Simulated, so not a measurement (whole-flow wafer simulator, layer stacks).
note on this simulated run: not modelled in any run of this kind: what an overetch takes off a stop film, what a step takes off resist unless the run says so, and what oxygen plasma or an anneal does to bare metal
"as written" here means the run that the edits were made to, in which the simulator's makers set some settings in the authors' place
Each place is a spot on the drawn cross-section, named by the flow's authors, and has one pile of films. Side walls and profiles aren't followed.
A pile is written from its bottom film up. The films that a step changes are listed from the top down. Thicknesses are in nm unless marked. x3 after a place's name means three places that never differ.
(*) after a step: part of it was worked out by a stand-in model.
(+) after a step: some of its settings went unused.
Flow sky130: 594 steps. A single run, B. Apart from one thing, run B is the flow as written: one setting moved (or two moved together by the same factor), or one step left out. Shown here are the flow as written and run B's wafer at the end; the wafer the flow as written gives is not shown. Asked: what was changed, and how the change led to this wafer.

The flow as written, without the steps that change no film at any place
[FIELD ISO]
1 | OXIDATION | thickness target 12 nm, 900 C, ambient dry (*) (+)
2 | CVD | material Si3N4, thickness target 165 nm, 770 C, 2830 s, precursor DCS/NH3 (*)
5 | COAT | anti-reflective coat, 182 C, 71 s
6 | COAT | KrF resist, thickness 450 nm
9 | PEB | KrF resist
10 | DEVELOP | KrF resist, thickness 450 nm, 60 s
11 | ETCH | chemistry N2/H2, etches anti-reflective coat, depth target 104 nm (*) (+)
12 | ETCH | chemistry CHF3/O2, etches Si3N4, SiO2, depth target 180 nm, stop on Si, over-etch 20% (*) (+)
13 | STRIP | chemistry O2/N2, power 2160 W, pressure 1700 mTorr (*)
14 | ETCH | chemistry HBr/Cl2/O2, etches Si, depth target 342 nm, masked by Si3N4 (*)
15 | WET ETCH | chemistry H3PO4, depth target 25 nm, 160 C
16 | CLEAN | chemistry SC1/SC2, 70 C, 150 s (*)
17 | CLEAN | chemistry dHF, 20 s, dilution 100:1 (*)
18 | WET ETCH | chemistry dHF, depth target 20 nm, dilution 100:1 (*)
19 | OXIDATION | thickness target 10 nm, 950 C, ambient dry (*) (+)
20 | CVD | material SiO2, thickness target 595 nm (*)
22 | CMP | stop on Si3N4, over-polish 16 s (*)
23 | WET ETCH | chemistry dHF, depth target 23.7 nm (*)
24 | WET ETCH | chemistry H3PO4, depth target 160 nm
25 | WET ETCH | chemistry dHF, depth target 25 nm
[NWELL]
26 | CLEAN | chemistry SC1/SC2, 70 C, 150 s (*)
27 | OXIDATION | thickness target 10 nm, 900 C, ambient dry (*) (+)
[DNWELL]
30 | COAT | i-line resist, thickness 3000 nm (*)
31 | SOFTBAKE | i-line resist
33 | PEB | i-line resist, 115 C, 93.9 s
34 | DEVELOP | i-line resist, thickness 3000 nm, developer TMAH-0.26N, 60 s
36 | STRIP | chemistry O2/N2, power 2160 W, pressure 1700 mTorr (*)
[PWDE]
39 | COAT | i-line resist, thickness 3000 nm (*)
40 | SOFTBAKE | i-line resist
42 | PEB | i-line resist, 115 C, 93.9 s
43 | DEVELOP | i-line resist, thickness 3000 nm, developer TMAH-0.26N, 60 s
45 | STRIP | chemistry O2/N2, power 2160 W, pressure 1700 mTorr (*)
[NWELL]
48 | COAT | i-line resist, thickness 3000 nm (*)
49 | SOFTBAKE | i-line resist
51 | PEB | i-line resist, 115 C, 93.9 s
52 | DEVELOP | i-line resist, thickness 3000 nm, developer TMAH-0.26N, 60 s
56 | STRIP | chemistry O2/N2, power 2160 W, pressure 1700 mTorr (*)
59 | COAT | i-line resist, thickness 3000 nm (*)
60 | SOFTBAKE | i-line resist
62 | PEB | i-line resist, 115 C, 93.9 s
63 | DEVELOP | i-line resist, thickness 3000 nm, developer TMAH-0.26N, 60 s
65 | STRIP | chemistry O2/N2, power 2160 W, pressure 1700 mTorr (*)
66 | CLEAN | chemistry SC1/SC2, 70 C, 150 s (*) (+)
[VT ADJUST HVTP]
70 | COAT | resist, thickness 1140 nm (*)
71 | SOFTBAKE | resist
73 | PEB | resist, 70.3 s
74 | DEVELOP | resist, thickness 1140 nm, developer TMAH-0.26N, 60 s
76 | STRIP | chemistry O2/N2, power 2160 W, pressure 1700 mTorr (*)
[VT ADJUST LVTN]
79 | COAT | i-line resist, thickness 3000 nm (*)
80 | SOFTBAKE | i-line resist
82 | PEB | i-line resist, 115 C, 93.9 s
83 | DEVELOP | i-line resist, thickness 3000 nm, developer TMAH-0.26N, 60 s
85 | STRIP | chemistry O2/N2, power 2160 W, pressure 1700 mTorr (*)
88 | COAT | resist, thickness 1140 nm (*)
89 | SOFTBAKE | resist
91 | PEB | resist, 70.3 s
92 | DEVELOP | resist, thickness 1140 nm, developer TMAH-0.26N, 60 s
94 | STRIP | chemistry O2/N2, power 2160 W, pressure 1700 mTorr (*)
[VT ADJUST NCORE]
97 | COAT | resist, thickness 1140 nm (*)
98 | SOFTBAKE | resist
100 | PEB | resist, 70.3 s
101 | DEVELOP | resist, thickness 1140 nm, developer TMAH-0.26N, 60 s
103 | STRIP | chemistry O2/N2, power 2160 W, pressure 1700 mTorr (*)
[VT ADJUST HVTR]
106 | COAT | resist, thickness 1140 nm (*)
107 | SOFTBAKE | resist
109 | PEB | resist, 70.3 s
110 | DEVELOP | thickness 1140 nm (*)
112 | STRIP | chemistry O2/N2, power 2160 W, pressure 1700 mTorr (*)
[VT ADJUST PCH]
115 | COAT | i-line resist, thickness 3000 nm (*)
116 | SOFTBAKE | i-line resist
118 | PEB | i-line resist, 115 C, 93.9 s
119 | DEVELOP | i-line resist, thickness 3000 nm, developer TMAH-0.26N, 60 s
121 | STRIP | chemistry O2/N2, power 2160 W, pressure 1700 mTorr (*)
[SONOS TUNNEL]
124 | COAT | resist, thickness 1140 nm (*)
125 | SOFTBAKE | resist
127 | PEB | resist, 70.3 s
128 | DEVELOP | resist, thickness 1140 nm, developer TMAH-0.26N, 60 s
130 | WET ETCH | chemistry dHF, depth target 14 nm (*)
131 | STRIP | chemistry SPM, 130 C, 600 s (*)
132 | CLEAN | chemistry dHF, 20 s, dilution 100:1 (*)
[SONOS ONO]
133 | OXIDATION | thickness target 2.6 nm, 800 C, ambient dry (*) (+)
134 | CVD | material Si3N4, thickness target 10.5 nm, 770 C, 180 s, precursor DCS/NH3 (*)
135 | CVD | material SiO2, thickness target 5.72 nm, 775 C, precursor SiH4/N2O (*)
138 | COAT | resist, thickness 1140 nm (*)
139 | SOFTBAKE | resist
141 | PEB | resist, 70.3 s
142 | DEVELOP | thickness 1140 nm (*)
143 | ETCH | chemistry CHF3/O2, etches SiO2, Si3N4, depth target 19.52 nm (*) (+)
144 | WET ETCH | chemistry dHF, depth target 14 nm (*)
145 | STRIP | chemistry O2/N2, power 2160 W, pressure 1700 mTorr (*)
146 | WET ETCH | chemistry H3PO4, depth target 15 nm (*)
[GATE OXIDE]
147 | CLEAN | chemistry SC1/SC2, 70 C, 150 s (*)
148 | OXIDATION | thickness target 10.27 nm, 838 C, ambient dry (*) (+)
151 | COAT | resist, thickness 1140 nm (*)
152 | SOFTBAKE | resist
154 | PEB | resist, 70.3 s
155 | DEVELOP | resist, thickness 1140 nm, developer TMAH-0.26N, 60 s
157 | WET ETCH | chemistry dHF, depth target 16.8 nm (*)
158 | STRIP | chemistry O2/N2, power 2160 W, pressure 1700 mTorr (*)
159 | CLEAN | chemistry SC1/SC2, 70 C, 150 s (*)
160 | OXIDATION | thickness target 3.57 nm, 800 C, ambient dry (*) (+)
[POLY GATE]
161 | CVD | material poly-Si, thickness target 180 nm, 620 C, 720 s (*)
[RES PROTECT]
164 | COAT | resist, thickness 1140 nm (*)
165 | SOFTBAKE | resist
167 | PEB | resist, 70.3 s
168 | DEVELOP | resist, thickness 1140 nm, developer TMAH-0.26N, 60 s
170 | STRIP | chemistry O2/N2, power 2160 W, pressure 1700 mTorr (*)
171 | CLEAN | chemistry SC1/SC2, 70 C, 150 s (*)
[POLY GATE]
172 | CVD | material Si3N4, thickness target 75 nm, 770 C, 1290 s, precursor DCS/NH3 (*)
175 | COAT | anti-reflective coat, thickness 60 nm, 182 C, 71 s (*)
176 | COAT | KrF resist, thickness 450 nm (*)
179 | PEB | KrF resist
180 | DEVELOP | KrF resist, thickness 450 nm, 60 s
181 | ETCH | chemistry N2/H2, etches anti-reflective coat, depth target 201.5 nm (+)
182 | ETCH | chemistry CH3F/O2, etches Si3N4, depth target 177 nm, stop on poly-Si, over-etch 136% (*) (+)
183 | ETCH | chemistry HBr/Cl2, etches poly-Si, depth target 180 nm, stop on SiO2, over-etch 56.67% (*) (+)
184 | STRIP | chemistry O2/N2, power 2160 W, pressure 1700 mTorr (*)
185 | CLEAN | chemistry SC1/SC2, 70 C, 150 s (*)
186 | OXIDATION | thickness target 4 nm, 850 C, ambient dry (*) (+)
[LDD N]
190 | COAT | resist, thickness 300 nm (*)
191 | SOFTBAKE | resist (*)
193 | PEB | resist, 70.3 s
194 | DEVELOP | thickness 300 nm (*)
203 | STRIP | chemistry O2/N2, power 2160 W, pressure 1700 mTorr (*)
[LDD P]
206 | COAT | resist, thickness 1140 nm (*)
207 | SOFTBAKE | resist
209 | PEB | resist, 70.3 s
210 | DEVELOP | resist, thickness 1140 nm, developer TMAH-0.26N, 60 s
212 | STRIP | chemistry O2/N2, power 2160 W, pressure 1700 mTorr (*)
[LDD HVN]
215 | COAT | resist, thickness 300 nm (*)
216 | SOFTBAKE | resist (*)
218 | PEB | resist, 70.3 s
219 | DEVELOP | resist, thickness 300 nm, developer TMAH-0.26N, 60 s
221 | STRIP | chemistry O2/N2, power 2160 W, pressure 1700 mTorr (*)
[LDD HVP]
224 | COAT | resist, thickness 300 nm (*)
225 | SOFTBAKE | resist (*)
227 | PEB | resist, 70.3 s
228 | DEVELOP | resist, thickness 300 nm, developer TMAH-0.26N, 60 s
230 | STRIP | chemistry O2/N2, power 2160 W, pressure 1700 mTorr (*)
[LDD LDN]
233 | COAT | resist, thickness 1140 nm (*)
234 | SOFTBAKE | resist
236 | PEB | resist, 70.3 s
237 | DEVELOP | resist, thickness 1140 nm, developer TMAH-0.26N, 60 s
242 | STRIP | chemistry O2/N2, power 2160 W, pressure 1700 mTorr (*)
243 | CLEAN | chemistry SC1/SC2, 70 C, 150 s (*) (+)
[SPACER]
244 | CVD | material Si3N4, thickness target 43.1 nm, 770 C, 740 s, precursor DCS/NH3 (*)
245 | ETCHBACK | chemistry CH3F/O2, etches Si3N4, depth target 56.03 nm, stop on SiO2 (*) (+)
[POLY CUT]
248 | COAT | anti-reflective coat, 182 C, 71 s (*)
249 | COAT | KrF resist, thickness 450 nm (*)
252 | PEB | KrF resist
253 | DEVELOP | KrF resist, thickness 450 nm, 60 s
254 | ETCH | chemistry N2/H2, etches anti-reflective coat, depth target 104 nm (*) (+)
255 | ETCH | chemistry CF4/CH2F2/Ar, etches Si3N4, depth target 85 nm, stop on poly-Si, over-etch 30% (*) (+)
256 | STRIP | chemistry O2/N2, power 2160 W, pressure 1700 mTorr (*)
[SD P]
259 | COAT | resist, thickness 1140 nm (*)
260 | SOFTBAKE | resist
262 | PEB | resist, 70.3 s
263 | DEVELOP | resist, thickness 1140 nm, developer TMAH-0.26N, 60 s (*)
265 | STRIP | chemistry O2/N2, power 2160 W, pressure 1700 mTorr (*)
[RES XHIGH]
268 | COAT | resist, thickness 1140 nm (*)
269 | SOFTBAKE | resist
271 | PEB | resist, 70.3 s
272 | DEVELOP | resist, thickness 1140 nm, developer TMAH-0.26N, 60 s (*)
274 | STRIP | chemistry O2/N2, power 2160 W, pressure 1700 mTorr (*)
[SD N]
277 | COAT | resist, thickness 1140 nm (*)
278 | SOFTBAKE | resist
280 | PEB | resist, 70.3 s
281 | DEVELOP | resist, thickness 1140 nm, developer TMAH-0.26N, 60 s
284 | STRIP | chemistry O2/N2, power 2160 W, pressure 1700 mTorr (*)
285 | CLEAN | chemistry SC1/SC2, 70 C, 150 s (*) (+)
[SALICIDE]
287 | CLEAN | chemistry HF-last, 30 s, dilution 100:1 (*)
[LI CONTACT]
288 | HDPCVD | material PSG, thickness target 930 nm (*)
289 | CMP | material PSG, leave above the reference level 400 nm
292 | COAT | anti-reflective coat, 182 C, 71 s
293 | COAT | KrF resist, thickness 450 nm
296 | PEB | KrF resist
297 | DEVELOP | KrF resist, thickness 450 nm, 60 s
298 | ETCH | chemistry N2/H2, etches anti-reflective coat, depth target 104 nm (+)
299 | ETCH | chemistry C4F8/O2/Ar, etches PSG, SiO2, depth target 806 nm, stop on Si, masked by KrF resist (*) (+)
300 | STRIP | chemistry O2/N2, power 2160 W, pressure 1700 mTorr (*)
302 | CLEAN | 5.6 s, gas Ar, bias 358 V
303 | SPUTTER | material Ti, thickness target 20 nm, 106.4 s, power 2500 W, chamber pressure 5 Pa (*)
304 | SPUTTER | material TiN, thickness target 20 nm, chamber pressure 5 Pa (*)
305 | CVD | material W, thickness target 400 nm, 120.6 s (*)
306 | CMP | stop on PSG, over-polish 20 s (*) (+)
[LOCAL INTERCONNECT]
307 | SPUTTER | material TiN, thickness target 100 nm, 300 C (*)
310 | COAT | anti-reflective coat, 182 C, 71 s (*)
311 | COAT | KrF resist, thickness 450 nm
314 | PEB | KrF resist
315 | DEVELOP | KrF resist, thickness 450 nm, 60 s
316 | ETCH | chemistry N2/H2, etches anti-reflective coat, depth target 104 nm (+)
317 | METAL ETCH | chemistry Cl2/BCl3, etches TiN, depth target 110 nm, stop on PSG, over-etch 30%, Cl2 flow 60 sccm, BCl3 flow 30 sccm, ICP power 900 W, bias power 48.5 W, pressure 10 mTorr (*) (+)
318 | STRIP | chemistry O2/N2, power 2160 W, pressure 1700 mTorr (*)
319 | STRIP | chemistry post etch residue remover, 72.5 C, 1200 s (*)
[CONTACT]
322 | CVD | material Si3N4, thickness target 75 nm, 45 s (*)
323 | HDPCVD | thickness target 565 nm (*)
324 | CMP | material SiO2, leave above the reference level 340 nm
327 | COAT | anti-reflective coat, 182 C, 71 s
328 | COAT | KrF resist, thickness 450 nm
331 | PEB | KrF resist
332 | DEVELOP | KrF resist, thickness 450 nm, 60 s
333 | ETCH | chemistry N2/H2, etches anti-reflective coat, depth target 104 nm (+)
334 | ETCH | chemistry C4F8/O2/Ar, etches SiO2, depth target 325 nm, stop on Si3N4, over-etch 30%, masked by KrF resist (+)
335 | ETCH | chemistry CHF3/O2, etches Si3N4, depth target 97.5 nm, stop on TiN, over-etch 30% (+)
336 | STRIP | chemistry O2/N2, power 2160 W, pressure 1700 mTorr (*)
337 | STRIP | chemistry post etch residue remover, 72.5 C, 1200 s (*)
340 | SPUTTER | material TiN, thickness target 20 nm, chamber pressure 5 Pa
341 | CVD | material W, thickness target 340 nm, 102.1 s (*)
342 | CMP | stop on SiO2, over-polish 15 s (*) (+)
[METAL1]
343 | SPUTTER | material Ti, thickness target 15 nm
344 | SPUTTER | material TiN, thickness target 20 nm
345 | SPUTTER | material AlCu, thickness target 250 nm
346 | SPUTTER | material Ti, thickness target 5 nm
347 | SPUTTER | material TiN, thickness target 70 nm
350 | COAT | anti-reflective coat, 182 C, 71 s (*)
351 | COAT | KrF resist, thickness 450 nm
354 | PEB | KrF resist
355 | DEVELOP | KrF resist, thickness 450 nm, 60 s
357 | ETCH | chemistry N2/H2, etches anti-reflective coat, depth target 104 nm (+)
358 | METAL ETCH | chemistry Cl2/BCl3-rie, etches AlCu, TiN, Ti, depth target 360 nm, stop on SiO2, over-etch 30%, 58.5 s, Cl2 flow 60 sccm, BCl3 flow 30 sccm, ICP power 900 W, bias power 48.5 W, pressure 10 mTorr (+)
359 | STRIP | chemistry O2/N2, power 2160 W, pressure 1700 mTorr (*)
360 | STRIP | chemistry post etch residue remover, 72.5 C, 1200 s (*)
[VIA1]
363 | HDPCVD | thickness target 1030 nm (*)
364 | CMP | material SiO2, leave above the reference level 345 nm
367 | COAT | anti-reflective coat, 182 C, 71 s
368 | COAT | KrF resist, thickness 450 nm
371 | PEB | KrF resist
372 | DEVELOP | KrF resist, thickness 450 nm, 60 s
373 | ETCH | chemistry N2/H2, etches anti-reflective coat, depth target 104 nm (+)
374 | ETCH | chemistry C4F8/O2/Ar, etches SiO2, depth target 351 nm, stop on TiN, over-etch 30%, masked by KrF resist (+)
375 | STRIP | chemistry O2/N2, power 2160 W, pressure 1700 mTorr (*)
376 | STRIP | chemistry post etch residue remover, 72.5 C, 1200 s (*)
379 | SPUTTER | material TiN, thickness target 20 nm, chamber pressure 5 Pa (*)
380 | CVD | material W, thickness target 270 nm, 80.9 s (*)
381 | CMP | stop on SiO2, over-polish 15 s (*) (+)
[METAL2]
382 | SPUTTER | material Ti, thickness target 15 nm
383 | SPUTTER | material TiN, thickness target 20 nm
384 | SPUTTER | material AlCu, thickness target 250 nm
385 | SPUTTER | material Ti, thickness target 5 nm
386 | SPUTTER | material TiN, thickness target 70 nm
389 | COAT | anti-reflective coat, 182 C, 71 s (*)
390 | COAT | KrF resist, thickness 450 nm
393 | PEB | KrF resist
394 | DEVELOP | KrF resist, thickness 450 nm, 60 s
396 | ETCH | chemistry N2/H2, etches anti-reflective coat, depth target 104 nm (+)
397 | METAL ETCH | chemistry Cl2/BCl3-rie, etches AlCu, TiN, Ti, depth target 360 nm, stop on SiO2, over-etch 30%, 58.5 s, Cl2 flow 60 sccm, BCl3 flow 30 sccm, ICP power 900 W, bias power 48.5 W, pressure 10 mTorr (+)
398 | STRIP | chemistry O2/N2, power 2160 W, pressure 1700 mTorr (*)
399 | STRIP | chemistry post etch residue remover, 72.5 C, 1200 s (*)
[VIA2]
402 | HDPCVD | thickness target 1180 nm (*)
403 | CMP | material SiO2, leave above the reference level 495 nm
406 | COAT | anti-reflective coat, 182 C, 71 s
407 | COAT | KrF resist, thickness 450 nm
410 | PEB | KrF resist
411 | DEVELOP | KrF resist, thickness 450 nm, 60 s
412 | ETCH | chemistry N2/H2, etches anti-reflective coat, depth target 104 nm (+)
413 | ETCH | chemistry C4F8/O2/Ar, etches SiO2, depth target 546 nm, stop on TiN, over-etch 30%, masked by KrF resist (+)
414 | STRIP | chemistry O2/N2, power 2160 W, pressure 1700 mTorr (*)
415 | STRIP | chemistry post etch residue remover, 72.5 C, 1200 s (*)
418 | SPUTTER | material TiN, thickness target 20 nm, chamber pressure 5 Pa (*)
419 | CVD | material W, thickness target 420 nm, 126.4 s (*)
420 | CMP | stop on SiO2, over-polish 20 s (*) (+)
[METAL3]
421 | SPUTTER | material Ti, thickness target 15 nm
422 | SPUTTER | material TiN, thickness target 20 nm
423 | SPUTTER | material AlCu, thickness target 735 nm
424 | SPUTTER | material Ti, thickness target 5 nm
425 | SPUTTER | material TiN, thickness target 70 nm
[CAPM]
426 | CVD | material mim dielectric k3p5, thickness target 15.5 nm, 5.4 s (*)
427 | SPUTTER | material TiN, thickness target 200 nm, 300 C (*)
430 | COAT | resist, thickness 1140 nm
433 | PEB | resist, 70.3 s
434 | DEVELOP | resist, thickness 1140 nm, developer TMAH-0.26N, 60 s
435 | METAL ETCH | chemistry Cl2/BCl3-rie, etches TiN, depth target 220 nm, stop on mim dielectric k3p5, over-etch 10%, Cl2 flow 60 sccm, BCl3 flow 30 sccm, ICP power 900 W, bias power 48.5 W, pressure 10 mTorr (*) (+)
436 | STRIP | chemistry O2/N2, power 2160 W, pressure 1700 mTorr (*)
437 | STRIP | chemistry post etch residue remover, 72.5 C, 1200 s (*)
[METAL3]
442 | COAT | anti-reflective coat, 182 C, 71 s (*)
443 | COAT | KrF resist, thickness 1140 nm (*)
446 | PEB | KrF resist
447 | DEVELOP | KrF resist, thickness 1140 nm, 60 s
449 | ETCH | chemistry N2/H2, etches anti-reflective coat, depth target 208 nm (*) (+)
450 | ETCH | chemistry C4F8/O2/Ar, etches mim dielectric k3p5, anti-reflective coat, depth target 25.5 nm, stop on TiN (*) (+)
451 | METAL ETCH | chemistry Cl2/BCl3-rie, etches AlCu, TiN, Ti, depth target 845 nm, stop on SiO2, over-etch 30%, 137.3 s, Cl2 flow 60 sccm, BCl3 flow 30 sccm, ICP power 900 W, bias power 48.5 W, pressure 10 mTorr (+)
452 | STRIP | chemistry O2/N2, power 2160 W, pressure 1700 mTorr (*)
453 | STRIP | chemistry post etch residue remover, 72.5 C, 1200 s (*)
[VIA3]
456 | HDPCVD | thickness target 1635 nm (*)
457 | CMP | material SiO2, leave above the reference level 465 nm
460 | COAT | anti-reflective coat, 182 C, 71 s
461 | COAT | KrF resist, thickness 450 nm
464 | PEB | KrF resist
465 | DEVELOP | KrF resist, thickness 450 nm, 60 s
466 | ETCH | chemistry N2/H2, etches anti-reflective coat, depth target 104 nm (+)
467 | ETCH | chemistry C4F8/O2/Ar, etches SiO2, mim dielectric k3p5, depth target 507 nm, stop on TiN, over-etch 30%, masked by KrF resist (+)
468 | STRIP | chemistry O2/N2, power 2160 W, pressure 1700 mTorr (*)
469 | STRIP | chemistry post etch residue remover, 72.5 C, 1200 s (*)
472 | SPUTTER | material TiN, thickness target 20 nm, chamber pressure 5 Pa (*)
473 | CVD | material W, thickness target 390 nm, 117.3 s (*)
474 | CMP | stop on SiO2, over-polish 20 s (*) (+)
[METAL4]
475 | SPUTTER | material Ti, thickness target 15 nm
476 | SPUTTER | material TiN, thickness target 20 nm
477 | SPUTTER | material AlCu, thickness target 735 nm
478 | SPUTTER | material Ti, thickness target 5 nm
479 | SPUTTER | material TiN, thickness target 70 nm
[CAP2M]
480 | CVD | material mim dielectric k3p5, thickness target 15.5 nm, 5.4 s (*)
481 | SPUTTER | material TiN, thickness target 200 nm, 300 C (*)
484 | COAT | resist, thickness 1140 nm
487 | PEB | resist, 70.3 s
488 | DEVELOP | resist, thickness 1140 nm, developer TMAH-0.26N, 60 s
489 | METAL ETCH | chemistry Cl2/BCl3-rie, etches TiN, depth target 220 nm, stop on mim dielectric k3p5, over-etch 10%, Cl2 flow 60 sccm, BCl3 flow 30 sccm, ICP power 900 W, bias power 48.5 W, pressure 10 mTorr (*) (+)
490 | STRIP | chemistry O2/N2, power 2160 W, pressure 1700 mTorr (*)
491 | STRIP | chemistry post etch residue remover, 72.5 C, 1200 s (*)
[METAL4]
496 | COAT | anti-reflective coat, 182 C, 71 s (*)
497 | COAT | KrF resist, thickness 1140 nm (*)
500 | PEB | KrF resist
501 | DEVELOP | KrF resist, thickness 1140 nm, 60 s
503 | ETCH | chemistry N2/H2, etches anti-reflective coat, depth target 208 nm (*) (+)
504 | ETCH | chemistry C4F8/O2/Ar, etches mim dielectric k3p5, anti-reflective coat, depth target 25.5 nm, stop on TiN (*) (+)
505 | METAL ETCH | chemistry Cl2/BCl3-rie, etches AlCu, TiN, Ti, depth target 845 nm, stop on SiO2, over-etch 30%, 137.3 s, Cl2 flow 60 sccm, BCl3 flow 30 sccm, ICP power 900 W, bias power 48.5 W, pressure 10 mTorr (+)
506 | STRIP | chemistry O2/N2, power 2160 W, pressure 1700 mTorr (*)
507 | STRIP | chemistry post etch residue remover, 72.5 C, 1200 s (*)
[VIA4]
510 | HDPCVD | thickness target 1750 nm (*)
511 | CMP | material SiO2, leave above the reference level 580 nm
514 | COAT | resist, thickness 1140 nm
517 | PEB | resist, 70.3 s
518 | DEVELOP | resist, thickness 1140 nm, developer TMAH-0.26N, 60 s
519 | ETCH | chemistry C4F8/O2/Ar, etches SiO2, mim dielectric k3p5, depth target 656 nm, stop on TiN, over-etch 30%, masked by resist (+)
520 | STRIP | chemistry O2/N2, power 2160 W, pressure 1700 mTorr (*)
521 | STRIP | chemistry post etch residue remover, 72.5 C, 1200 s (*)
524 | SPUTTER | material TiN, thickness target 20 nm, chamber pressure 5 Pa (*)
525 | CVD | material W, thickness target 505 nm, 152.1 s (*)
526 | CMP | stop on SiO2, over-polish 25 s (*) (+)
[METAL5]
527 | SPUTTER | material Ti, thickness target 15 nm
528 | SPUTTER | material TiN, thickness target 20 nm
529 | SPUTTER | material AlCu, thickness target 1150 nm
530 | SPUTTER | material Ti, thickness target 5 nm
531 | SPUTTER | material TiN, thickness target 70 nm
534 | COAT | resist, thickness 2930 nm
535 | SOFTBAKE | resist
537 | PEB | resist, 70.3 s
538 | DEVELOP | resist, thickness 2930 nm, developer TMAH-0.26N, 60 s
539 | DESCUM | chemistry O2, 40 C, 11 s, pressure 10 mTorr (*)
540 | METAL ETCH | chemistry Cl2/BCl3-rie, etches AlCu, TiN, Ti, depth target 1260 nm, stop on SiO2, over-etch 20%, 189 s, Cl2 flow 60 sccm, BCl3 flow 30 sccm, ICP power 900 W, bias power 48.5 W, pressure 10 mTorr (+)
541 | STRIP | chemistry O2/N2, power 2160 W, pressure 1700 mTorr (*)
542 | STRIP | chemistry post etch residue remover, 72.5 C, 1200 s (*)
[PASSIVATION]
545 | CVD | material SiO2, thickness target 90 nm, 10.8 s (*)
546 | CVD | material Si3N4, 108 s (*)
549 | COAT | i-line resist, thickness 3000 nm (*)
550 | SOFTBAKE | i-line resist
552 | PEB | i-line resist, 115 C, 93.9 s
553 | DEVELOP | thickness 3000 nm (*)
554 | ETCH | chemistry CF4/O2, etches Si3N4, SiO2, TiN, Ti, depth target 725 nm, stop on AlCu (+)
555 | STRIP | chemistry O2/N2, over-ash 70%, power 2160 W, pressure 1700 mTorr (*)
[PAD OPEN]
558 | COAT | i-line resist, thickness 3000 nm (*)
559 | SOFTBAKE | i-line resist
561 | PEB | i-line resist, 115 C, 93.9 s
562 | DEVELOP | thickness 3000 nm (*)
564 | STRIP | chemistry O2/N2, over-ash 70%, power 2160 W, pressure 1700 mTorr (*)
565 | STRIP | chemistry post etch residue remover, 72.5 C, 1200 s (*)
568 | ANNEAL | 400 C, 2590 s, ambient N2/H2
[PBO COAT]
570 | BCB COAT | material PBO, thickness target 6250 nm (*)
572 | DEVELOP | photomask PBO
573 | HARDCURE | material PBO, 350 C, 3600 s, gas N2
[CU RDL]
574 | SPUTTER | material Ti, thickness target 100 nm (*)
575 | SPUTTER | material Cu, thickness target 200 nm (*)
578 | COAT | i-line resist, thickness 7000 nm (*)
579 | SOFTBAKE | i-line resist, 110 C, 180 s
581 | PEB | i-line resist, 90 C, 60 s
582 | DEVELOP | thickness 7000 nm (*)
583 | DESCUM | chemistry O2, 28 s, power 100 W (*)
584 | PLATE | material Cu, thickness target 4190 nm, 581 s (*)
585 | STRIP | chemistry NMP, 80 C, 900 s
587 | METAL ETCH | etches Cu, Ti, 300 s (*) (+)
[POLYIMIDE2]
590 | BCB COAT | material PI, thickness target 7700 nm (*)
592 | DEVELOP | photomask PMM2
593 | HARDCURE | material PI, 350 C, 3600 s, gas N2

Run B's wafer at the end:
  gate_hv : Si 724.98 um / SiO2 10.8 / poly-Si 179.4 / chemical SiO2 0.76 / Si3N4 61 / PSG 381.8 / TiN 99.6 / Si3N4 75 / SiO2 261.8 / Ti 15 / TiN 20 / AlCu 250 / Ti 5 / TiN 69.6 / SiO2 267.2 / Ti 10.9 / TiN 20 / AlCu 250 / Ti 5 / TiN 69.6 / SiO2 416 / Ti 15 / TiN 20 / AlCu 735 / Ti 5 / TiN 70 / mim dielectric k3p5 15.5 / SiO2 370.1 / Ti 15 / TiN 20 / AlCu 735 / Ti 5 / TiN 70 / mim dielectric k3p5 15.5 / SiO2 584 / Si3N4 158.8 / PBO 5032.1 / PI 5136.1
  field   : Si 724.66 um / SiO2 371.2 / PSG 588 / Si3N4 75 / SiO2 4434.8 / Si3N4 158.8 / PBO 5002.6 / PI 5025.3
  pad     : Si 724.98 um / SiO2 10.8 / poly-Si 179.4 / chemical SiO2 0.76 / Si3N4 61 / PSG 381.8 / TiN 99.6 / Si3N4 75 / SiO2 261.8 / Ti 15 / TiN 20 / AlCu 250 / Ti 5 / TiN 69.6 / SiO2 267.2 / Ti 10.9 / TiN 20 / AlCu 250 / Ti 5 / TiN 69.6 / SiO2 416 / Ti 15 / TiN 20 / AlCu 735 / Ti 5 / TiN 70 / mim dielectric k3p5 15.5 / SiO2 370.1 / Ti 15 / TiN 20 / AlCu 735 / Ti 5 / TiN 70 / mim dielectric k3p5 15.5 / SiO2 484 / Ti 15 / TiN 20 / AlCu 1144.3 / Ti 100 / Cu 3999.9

What caused this: step 382, SPUTTER: thickness target 10.9 nm was run, though the flow has thickness target 15 nm.
The wafer lets one read it off: gate_hv has Ti 10.9, and step 382 as written asks for 15 nm.

The path from the change to this, step by step:
  382 | SPUTTER | material Ti, thickness target 15 nm
      field, active, n_well and 188 more: +10.9 Ti (new film) (in the flow as written it would be: +15 Ti (new film))
  397 | METAL ETCH | chemistry Cl2/BCl3-rie, etches AlCu, TiN, Ti, depth target 360 nm, stop on SiO2, over-etch 30%, 58.5 s, Cl2 flow 60 sccm, BCl3 flow 30 sccm, ICP power 900 W, bias power 48.5 W, pressure 10 mTorr (+)
      field, active, gate and 82 more: -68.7 TiN (all of it), -5 Ti (all of it), -250 AlCu (all of it), -20 TiN (all of it), -10.9 Ti (all of it), -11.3 SiO2 (in the flow as written it would be: -68.7 TiN (all of it), -5 Ti (all of it), -250 AlCu (all of it), -20 TiN (all of it), -15 Ti (all of it), -10.9 SiO2)
